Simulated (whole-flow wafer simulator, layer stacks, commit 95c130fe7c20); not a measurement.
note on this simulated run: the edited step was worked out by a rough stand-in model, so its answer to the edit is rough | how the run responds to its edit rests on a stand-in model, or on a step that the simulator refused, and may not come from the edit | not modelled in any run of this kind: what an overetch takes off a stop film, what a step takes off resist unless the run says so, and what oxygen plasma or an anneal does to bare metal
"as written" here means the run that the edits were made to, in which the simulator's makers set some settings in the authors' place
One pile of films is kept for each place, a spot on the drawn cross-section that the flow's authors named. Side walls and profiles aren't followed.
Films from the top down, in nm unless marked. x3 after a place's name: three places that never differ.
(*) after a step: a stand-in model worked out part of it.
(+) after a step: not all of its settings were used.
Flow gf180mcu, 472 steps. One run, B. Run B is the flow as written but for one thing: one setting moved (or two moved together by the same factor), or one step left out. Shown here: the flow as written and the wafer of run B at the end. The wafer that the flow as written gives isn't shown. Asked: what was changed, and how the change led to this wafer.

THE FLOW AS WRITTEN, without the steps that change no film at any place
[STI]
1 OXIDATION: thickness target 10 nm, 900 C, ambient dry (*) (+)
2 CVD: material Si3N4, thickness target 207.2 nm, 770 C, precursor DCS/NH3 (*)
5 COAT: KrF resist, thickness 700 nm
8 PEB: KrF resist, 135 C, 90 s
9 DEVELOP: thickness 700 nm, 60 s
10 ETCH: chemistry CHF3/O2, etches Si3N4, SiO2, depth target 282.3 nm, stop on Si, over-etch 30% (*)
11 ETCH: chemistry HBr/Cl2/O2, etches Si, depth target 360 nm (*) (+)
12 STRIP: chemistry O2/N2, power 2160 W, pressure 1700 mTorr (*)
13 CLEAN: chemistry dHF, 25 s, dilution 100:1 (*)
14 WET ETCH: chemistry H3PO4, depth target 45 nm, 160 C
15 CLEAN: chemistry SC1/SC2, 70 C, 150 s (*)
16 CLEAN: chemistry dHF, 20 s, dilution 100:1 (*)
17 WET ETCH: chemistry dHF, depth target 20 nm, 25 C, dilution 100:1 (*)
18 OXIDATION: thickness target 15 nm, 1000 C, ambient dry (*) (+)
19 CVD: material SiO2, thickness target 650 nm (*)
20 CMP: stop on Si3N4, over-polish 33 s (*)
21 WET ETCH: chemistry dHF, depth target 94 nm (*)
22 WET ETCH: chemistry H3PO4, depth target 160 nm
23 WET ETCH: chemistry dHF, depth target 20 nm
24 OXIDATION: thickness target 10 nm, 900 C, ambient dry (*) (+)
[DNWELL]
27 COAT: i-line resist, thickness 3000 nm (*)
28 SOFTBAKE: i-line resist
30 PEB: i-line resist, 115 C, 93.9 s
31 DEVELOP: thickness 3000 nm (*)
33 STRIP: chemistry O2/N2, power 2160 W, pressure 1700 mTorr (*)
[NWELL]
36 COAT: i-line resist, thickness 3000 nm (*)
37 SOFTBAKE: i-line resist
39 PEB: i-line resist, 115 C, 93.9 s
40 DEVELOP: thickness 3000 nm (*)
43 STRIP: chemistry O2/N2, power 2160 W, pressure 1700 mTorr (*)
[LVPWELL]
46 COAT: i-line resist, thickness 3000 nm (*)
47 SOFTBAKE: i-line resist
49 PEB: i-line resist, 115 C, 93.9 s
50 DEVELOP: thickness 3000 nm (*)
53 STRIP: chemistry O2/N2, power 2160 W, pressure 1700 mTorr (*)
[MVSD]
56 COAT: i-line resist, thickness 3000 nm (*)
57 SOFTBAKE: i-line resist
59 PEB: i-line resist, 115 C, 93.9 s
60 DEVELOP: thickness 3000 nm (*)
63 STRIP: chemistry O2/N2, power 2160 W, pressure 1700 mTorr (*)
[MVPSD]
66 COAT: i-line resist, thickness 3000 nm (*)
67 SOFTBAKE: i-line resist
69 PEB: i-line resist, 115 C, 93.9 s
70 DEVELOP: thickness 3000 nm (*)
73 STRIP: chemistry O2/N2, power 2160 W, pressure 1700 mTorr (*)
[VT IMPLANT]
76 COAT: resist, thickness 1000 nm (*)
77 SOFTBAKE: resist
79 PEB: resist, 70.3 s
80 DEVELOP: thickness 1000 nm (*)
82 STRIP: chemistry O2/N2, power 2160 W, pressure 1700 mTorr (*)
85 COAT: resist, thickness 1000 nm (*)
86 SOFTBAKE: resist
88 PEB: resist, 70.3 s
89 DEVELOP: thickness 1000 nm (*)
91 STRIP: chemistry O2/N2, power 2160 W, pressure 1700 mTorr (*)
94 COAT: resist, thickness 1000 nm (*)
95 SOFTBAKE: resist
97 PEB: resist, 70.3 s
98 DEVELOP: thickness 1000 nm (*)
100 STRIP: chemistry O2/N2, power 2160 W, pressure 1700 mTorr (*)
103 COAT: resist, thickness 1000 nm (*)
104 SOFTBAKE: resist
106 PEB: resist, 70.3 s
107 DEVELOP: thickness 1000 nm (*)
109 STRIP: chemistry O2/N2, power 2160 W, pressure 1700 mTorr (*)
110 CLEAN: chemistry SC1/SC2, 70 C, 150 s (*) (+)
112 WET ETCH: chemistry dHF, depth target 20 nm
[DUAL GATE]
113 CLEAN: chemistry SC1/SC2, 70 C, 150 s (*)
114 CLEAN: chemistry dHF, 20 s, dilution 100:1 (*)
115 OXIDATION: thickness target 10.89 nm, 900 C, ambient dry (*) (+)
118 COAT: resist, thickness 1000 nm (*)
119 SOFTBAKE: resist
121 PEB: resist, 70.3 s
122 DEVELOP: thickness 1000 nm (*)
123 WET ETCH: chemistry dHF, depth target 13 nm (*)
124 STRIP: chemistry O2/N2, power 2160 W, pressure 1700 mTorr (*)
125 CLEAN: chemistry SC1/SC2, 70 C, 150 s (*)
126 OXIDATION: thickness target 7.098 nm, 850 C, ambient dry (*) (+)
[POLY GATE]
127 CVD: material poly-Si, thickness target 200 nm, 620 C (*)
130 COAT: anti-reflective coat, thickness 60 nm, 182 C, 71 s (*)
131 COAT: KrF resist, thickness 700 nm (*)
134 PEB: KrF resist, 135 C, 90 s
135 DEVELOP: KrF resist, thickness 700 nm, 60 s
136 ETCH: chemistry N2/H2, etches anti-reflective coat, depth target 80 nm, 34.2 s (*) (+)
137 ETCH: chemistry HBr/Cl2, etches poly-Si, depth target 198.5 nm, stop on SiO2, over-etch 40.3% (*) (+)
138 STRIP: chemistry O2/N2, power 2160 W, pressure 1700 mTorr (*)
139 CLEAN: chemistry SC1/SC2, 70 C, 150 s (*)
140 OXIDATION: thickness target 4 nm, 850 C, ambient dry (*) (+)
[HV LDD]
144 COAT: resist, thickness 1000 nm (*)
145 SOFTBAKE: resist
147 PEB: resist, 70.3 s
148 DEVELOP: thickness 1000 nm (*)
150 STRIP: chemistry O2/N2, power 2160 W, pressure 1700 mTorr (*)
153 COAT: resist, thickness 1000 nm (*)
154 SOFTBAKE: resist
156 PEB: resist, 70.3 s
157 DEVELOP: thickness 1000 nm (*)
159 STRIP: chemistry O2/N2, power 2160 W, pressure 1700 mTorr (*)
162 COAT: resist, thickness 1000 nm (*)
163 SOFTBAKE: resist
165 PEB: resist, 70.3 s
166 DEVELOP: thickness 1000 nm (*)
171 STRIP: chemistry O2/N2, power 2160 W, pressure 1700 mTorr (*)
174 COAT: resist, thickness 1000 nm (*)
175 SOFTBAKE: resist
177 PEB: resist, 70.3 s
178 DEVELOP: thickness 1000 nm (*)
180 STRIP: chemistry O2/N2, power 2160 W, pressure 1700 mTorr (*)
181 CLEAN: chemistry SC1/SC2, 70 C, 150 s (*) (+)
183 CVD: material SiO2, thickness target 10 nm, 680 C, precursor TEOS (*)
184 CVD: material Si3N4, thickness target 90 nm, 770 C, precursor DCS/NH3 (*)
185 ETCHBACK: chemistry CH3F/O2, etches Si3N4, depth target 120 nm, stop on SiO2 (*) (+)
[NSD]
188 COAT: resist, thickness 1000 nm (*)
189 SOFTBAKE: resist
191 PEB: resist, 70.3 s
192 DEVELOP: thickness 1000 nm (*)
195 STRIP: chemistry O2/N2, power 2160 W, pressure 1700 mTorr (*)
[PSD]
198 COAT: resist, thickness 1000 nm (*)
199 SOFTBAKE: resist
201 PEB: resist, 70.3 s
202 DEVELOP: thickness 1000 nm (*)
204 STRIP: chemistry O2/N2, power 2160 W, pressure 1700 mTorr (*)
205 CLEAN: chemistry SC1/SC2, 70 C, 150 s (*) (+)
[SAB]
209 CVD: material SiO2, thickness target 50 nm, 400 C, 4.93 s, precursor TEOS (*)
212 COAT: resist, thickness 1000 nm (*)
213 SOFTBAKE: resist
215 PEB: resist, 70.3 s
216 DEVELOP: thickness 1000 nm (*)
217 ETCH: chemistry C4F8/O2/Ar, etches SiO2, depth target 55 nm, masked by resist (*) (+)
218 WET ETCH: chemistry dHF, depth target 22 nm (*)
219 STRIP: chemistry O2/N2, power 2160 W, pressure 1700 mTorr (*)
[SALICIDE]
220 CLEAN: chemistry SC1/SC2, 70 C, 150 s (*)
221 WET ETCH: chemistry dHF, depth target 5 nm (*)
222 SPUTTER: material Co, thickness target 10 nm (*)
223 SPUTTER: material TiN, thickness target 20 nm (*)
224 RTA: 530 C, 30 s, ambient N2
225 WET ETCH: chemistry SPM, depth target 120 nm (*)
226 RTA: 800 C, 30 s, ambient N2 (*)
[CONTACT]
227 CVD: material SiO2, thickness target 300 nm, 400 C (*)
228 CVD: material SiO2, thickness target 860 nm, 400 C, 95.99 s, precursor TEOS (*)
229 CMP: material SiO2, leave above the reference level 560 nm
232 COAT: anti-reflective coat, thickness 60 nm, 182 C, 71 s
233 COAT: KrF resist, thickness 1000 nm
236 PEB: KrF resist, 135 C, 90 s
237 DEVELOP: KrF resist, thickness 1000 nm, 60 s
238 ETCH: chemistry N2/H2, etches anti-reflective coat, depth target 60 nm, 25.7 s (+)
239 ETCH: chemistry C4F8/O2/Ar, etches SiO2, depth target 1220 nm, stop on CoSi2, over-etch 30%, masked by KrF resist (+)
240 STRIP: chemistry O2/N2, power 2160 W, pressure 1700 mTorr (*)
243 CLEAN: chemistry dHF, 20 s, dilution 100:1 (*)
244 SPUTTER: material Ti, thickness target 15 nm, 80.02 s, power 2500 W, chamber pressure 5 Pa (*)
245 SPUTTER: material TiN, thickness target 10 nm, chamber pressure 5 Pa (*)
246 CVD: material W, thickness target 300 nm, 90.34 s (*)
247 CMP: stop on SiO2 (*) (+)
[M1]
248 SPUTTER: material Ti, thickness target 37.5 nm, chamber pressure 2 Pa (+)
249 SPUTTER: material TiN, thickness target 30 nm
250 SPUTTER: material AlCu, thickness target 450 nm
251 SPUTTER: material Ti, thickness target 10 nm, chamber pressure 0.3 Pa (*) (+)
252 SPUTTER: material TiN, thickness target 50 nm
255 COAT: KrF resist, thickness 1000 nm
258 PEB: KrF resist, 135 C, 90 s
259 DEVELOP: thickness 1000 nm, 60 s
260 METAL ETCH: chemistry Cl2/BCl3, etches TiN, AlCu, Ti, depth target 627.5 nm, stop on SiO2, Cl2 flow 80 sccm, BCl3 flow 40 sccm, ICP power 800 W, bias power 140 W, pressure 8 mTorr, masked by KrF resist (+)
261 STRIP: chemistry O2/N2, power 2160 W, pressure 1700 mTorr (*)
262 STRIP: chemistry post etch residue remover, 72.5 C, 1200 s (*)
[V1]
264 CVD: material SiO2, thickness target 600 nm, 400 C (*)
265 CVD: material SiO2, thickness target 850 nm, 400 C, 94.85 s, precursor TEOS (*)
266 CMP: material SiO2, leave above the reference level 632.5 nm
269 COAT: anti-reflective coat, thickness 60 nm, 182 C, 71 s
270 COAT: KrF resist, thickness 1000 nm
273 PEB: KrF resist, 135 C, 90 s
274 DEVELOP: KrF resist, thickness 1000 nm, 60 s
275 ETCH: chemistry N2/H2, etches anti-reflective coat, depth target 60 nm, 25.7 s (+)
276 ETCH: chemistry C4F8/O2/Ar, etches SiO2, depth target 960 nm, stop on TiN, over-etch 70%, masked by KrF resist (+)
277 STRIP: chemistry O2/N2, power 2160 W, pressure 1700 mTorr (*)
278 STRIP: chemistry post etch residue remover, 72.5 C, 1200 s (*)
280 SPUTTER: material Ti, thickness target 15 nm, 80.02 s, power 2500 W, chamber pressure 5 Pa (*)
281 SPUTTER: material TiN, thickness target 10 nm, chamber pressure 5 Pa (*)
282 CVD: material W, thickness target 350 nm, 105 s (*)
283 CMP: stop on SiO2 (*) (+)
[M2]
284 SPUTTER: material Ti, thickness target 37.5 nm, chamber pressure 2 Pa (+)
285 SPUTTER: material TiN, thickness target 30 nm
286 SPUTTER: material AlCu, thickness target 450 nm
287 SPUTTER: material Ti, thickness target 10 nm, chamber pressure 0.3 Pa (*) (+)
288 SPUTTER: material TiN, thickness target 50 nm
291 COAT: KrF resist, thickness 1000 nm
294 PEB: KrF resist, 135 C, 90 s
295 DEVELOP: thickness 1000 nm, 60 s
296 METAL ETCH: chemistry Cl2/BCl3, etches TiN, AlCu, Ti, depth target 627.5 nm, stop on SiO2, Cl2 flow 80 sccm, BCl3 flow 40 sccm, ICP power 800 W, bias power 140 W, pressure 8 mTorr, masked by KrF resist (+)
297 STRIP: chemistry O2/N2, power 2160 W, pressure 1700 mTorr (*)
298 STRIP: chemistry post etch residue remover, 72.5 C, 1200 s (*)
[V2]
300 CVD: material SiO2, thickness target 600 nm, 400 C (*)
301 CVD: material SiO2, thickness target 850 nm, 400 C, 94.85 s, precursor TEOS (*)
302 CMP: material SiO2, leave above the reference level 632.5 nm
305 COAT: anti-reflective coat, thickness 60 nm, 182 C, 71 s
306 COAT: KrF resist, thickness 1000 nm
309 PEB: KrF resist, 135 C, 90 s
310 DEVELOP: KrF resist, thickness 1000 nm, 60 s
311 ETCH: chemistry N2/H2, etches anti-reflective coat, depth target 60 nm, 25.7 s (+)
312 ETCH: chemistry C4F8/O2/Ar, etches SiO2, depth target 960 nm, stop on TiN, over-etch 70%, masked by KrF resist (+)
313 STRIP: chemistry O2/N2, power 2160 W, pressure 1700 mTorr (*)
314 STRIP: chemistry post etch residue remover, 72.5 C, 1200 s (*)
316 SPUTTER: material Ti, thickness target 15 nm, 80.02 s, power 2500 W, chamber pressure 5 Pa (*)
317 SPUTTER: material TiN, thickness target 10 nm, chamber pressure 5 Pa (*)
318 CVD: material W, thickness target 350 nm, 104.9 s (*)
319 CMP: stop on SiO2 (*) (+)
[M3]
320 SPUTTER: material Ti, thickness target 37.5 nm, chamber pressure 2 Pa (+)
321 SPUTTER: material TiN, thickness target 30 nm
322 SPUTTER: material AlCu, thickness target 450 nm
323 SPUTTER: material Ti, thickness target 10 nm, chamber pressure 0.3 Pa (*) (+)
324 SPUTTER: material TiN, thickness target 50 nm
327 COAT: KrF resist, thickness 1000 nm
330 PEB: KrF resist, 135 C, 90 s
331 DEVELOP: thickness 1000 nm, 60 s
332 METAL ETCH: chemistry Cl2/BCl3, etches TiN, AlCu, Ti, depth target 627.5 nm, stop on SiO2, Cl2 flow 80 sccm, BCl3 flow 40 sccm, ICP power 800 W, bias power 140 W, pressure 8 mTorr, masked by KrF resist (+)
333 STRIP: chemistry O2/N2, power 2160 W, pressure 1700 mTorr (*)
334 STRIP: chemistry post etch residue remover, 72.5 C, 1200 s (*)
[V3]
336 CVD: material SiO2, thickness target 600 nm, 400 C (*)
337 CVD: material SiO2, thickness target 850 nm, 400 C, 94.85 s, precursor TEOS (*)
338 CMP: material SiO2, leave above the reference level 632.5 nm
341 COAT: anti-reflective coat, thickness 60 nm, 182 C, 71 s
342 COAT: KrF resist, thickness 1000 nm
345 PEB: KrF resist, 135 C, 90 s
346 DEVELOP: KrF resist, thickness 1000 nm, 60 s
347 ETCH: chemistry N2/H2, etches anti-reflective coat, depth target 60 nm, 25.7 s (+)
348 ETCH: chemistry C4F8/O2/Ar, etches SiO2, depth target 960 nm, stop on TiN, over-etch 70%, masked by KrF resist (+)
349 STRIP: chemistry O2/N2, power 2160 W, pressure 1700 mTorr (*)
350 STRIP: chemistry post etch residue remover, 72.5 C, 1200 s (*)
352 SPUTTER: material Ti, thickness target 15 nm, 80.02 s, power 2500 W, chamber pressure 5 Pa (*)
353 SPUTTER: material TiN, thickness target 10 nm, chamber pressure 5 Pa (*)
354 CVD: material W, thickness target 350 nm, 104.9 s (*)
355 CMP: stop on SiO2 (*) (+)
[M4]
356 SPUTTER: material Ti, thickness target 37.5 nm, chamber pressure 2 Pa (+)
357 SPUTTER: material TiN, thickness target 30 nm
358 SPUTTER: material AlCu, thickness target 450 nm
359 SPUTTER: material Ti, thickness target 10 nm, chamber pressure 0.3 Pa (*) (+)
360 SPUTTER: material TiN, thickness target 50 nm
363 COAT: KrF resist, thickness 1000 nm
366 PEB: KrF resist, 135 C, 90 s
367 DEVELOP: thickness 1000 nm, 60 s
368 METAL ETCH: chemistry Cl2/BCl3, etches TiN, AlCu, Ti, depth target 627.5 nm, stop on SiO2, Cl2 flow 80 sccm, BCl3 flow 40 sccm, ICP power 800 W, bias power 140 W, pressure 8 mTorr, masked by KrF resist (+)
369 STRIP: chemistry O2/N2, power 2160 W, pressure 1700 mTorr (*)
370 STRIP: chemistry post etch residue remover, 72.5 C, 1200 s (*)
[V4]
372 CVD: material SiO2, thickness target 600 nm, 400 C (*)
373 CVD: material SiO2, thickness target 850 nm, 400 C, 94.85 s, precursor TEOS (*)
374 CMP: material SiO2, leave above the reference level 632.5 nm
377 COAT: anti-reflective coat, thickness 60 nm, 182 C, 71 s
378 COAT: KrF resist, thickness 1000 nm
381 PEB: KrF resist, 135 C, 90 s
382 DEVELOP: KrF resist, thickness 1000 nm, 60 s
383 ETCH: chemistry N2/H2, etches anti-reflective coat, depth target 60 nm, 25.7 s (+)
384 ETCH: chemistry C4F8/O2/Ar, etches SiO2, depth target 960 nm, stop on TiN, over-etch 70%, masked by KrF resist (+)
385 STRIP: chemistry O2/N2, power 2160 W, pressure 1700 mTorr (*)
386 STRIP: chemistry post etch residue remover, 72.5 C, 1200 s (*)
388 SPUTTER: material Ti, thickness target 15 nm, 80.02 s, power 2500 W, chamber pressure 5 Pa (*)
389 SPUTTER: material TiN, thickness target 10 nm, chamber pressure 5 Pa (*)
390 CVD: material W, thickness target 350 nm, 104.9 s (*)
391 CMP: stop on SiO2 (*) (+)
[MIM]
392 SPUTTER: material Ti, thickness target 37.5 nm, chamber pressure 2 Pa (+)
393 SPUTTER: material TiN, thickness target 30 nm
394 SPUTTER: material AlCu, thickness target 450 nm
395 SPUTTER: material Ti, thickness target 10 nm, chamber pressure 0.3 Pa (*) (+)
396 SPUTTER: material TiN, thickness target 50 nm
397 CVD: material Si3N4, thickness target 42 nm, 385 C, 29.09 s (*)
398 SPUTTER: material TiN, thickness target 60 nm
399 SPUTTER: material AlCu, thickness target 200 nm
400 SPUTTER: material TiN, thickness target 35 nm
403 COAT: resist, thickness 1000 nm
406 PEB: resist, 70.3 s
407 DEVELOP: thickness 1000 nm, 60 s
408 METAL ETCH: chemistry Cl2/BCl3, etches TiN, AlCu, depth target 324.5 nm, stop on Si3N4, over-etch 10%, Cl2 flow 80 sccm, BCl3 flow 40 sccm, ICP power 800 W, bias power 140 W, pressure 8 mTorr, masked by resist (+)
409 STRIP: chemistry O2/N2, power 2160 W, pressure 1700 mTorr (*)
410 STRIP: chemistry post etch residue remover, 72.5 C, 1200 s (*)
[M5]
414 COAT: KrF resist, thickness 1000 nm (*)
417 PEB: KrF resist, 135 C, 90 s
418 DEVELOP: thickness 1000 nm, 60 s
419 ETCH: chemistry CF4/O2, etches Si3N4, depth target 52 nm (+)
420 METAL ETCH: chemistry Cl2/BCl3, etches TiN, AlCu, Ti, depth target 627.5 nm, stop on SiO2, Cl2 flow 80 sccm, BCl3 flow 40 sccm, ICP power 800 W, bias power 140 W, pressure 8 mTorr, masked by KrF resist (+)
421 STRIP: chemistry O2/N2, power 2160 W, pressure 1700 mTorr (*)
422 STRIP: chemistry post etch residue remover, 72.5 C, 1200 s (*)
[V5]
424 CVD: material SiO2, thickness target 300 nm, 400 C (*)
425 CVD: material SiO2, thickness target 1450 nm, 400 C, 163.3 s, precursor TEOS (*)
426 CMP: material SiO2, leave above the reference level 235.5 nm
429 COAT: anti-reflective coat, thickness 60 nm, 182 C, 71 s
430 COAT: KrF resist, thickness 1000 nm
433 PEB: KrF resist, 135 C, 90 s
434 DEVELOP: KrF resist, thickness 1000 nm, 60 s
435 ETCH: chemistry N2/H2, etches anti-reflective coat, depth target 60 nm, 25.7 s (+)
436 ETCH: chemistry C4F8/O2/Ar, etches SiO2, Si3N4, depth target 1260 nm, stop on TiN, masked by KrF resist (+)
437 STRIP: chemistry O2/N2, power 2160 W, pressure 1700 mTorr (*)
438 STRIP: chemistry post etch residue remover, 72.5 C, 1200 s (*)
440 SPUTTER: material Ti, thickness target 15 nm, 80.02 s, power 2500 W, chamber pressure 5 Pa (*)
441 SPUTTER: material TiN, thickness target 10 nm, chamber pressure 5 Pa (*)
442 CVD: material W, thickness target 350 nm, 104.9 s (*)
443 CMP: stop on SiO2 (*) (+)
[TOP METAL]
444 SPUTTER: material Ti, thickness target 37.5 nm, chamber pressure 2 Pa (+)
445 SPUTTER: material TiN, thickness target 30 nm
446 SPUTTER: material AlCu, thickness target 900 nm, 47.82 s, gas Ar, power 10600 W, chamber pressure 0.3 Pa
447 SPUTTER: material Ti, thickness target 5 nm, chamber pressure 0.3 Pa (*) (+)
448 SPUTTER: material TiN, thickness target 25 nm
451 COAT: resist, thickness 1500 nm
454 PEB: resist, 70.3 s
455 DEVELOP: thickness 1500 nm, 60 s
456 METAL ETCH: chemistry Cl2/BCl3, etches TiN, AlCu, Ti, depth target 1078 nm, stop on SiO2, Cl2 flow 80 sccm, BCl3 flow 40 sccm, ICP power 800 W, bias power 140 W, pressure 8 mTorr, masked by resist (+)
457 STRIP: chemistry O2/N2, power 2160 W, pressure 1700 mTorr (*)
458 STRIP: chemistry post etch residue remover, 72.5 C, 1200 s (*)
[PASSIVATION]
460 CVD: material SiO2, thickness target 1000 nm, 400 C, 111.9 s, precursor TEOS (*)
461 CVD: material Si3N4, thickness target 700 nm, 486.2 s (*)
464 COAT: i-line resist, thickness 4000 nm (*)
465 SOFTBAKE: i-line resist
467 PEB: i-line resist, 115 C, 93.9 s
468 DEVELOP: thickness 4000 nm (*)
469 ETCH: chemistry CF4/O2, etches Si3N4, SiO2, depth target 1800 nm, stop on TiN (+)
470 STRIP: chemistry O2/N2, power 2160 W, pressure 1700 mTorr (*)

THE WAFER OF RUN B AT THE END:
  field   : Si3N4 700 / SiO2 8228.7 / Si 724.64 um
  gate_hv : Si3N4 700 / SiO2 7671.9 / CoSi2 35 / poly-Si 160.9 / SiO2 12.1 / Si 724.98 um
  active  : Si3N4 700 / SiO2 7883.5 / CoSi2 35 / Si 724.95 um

The cause: step 126, OXIDATION: thickness target 2.91 nm was run, where the flow has thickness target 7.098 nm.

How the change led to this, step by step:
  126 OXIDATION: thickness target 7.098 nm, 850 C, ambient dry (*) (+)
      gate_hv, active_hv, active_nat and 25 more: SiO2 +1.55, Si -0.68 (as written it would be: SiO2 +3.72, Si -1.64)
      active, n_well, p_well and 12 more: SiO2 +2.91 (new film), chemical SiO2 -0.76 (all of it), Si -0.95 (as written it would be: SiO2 +7.1 (new film), chemical SiO2 -0.76 (all of it), Si -2.79)
  130 COAT: anti-reflective coat, thickness 60 nm, 182 C, 71 s (*)
      p_well, spacer, sd_n: anti-reflective coat +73 (new film) (as written it would be: anti-reflective coat +70.9 (new film))
      contact: anti-reflective coat +68.9 (new film) (as written it would be: anti-reflective coat +67.5 (new film))
      (and at 2 more places)
  136 ETCH: chemistry N2/H2, etches anti-reflective coat, depth target 80 nm, 34.2 s (*) (+)
      p_well, spacer, sd_n: anti-reflective coat -73 (all of it), poly-Si -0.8 (as written it would be: anti-reflective coat -70.9 (all of it), poly-Si -0.85)
      contact: anti-reflective coat -68.9 (all of it), poly-Si -0.9 (as written it would be: anti-reflective coat -67.5 (all of it), poly-Si -0.94)
      (and at 2 more places)
  140 OXIDATION: thickness target 4 nm, 850 C, ambient dry (*) (+)
      active, n_well, p_well and 10 more: SiO2 +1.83, Si -0.8 (as written it would be: SiO2 +1.17, Si -0.51)
  189 SOFTBAKE: resist
      field__w9: resist -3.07 (as written it would be: resist +6.92)
      active_hv: resist -0.51 (as written it would be: resist +2.68)
      (and at 1 more place)
  199 SOFTBAKE: resist
      field__w9: resist -3.07 (as written it would be: resist +6.92)
      active_hv: resist -0.51 (as written it would be: resist +2.68)
      (and at 1 more place)
  218 WET ETCH: chemistry dHF, depth target 22 nm (*)
      active, p_well, sd_n, iso_ptap_pw, iso_ntap_nw, iso_ptap_sub, vpnp_e: SiO2 -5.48 (all of it) (as written it would be: SiO2 -9.01 (all of it))
      ldn_tap, ldn_src, ldn_drn, ldp_tap, ldp_src, ldp_drn, ldp_gr: SiO2 -13.9 (all of it) (as written it would be: SiO2 -16 (all of it))
      (and at 9 more places)
  223 SPUTTER: material TiN, thickness target 20 nm (*)
      field__w12: TiN +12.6 (new film) (as written it would be: TiN +12 (new film))
  225 WET ETCH: chemistry SPM, depth target 120 nm (*)
      field__w12: TiN -12.6 (all of it), Co -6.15 (all of it) (as written it would be: TiN -12 (all of it), Co -6.15 (all of it))
